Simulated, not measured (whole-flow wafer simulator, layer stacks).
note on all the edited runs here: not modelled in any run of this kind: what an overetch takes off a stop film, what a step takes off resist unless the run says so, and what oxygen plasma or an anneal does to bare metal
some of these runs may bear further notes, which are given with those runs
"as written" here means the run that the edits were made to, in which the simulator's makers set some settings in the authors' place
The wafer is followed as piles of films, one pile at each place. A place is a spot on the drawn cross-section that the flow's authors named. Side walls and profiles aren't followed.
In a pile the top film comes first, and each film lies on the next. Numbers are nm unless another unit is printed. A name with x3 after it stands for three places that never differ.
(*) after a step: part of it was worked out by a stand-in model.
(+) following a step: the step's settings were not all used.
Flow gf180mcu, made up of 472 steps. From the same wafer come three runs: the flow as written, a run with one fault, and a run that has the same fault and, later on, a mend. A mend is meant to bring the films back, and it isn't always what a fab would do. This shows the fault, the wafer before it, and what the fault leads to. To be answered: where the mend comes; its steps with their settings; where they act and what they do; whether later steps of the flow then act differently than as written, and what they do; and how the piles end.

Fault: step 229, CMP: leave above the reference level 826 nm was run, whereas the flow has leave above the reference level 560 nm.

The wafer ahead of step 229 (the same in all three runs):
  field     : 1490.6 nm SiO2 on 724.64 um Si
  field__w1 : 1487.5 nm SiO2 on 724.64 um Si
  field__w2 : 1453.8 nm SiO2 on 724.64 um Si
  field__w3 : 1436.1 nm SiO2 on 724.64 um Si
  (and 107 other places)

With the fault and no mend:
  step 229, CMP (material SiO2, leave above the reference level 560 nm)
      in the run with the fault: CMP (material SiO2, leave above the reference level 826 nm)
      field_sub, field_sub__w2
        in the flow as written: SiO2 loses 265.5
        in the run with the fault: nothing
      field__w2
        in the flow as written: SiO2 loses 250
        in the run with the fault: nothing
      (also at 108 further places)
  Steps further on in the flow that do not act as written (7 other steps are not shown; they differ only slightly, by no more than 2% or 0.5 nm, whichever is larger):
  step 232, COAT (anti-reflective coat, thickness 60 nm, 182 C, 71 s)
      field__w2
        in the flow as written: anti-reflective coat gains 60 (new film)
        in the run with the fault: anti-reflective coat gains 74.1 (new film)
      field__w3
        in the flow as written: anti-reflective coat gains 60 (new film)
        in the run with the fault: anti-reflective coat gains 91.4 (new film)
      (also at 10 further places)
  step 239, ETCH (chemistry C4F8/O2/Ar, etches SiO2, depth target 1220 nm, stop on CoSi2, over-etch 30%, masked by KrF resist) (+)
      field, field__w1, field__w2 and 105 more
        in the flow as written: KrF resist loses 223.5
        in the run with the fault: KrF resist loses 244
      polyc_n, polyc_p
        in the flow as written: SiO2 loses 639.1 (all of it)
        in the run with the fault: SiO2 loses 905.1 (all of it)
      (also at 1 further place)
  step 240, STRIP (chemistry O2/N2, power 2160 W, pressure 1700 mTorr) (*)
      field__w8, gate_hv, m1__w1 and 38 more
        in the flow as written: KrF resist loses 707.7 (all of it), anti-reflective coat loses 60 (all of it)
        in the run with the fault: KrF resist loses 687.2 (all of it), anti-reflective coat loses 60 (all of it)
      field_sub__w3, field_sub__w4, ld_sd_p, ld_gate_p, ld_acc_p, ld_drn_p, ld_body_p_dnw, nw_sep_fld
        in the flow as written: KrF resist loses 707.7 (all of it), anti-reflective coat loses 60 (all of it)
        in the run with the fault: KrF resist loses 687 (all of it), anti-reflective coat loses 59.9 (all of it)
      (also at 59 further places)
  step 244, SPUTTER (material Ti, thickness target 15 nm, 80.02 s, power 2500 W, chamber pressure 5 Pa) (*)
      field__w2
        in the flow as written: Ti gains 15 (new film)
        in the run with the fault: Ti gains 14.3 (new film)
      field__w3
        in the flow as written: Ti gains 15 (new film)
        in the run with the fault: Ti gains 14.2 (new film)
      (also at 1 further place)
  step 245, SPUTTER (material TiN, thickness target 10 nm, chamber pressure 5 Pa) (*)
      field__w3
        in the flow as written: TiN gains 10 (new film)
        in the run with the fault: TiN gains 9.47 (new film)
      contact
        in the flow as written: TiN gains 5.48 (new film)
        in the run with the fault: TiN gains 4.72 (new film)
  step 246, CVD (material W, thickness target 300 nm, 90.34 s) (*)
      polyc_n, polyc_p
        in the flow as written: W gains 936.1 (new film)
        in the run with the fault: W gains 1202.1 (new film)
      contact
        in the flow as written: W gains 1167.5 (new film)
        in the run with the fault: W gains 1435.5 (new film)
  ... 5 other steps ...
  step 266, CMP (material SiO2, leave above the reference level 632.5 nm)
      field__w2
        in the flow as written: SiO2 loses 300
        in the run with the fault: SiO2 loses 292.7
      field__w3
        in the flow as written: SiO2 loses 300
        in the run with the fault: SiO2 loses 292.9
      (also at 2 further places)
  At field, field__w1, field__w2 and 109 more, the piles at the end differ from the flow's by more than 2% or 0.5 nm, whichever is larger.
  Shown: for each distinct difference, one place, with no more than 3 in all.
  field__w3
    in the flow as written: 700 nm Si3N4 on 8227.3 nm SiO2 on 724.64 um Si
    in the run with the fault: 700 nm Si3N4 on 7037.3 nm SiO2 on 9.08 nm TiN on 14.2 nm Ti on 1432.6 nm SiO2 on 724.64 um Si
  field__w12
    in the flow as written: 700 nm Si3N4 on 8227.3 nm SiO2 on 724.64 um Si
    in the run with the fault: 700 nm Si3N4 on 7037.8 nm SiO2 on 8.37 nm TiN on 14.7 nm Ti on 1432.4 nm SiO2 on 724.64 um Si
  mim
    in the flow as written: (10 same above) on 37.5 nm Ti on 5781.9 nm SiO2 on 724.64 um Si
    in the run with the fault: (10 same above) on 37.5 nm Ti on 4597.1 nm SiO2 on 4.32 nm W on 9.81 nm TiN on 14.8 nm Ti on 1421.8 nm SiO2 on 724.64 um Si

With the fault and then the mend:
  The mend follows step 229.
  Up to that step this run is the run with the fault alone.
  step 229a, CMP (material SiO2, leave above the reference level 560 nm) (the flow's step 229 again)
      field, field__w1, field__w5 and 100 more
        SiO2 loses 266
      field_sub, field_sub__w2
        SiO2 loses 265.5
      field__w2
        SiO2 loses 250
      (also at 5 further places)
  None of the later steps of the flow acts differently than as written at any place that is followed.
  At every place that both follow, the piles at the end match the flow's.
